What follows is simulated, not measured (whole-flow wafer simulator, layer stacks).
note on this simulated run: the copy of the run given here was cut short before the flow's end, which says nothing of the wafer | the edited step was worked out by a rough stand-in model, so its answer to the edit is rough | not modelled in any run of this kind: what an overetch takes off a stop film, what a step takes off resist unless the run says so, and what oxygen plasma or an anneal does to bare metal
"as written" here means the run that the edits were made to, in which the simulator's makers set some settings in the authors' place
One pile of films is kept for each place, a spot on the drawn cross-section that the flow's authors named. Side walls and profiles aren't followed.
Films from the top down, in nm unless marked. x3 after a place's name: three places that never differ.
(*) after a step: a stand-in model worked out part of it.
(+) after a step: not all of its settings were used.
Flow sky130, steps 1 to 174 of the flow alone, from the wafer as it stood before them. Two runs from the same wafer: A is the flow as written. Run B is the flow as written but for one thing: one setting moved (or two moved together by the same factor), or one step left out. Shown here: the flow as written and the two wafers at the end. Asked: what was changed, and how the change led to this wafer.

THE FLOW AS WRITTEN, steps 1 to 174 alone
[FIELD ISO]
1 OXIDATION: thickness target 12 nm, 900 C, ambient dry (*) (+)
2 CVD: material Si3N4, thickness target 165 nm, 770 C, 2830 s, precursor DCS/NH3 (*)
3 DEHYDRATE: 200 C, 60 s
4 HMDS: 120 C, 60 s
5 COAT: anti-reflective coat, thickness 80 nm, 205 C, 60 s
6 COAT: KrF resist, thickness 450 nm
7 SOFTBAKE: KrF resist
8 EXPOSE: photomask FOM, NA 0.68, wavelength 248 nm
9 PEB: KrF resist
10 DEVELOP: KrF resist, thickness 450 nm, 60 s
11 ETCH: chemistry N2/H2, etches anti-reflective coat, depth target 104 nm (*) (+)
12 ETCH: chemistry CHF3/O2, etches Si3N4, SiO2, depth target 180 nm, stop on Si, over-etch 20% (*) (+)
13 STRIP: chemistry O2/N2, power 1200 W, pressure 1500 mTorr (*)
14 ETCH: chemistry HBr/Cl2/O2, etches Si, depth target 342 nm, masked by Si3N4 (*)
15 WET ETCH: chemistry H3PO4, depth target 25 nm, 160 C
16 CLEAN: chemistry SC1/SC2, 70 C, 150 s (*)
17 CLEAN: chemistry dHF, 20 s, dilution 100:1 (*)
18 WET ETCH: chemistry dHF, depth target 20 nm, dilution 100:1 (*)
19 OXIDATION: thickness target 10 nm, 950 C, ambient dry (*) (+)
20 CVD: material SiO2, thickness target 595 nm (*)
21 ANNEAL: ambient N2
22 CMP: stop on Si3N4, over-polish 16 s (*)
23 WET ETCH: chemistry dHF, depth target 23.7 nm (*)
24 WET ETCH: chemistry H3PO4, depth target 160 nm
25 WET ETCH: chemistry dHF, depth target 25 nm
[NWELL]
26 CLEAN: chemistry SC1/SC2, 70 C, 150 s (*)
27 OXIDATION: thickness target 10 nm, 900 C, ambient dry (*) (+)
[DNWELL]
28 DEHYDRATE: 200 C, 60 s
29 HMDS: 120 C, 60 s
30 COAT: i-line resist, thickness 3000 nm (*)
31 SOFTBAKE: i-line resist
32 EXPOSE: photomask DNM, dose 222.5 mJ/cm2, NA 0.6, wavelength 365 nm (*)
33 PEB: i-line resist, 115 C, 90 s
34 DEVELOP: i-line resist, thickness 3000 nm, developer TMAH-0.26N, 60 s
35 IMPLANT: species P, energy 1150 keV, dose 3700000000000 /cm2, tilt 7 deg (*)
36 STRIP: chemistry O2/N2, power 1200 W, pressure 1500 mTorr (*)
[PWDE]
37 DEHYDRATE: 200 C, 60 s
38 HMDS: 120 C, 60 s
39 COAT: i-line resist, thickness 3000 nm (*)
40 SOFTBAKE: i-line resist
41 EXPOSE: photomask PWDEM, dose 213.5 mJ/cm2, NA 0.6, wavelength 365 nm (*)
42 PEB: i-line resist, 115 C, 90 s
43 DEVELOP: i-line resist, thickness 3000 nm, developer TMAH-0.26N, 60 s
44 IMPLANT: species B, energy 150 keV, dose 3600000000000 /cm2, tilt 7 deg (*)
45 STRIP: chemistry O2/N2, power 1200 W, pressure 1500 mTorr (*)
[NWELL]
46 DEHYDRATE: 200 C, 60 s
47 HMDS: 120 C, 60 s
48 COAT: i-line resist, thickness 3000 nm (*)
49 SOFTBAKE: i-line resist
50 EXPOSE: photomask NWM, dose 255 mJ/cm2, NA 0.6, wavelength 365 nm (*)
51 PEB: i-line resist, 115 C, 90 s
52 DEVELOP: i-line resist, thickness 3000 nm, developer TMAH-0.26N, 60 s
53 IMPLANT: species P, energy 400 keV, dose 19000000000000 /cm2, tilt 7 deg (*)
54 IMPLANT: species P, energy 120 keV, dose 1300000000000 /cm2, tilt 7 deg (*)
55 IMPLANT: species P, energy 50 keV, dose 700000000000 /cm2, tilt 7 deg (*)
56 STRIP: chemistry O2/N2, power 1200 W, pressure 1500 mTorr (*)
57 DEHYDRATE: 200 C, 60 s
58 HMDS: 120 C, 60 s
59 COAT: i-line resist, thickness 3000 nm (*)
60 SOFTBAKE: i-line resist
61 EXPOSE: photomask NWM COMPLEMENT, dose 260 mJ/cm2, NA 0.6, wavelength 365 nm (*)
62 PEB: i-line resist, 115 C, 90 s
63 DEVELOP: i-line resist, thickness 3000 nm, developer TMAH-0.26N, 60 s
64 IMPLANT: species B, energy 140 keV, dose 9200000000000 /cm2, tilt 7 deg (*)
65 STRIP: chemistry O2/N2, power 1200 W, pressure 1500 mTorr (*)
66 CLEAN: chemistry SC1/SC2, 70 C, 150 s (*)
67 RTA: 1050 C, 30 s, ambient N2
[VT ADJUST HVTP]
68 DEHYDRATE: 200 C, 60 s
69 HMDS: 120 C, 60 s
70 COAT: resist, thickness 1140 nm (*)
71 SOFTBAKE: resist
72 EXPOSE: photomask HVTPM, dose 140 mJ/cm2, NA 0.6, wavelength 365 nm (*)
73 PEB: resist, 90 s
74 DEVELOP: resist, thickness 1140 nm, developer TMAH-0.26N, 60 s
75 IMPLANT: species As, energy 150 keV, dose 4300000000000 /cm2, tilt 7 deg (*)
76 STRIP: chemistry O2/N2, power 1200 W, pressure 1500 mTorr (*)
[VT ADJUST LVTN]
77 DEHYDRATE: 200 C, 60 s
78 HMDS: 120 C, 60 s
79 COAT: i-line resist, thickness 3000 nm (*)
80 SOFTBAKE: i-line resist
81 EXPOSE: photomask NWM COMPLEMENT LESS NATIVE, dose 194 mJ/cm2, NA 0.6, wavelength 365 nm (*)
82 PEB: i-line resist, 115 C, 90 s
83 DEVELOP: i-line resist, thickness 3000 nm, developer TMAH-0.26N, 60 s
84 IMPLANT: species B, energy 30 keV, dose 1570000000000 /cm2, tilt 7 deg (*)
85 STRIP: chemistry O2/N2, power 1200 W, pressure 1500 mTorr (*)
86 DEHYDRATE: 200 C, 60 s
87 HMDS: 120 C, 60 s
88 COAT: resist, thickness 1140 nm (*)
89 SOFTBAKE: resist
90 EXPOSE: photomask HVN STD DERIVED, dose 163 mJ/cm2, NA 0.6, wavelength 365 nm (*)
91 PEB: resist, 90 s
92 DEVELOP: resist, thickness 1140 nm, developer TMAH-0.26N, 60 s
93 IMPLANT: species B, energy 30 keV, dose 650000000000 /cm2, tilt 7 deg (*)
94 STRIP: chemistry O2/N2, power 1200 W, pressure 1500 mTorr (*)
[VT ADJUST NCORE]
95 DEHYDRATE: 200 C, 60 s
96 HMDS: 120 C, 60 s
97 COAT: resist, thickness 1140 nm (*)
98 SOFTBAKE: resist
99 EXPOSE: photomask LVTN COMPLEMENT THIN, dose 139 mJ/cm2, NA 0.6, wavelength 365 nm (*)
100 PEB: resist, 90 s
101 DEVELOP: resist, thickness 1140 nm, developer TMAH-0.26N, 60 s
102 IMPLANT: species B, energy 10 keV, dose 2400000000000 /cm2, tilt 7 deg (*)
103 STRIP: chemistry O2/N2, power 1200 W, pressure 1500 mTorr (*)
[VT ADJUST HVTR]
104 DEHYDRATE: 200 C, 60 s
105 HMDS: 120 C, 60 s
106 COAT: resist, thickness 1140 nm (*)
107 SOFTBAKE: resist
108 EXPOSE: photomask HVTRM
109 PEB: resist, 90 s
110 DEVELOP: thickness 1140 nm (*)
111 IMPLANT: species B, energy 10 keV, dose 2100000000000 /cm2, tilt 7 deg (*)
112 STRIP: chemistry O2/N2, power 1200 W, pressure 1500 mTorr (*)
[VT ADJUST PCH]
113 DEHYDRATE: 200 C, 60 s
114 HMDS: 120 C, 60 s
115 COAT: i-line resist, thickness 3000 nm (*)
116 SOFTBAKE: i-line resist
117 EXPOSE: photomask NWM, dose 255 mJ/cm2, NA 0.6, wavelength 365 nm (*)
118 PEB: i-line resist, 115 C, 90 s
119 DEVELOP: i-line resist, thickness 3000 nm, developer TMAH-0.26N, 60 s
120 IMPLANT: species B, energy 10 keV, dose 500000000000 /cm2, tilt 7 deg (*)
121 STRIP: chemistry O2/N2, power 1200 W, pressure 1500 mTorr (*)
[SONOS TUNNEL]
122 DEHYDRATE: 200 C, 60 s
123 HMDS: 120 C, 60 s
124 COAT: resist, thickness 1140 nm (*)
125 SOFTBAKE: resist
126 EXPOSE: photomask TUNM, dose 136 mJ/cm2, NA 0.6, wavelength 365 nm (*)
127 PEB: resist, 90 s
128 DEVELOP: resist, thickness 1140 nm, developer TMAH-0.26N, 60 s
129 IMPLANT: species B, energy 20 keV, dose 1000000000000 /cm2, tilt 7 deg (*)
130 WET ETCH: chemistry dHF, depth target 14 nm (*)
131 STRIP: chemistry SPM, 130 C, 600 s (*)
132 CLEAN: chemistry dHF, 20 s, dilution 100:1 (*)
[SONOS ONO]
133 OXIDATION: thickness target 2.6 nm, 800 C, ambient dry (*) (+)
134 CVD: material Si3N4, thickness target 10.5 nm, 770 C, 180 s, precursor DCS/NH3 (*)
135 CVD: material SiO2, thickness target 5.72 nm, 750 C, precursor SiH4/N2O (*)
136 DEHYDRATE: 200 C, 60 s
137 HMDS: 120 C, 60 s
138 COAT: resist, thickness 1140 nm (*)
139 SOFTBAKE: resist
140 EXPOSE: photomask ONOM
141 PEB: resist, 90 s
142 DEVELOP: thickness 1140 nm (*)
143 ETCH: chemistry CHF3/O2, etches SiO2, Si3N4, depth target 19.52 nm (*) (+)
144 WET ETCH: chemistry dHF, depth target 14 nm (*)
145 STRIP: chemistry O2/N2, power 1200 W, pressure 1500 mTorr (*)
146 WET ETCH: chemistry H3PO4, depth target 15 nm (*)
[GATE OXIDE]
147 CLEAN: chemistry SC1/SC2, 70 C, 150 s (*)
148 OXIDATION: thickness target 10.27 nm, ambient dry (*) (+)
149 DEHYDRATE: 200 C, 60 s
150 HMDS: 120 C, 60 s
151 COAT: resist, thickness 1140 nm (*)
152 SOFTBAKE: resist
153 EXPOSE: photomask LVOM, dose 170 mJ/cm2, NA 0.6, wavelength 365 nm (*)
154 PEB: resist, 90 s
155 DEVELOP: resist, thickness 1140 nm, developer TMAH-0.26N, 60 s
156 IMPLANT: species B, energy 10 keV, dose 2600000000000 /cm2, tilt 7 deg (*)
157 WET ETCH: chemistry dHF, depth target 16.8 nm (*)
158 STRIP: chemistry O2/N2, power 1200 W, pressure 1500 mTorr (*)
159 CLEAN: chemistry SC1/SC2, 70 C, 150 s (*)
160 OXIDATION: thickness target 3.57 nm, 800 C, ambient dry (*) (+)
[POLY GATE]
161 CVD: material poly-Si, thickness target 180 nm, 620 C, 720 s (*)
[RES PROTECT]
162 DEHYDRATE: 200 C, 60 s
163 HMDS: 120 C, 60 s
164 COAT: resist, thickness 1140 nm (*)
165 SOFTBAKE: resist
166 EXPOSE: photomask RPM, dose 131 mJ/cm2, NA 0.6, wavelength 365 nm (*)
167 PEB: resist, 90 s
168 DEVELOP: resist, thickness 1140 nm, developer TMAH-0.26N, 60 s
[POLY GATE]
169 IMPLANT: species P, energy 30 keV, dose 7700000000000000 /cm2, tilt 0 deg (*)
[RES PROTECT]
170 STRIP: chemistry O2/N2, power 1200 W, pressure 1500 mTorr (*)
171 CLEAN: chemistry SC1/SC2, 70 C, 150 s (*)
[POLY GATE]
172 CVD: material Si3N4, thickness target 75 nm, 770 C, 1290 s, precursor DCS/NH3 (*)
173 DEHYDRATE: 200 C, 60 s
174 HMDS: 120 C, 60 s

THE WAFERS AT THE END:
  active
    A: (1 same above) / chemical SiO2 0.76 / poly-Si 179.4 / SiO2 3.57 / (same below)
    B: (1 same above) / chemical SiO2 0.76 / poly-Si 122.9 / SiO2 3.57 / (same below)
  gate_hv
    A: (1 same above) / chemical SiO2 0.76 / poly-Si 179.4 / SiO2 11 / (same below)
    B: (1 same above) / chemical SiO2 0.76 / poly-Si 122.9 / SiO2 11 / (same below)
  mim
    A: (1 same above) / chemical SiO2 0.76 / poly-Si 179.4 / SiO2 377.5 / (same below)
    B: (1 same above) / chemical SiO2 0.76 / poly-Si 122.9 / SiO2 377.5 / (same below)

The cause: step 161, CVD: 602 C was run, where the flow has 620 C.

How the change led to this, step by step:
  161 CVD: material poly-Si, thickness target 180 nm, 620 C, 720 s (*)
      field, active, n_well and 186 more: A poly-Si +180 (new film) | B poly-Si +123.6 (new film)
      ndiff_dn: A poly-Si +215.7 (new film) | B poly-Si +151.7 (new film)
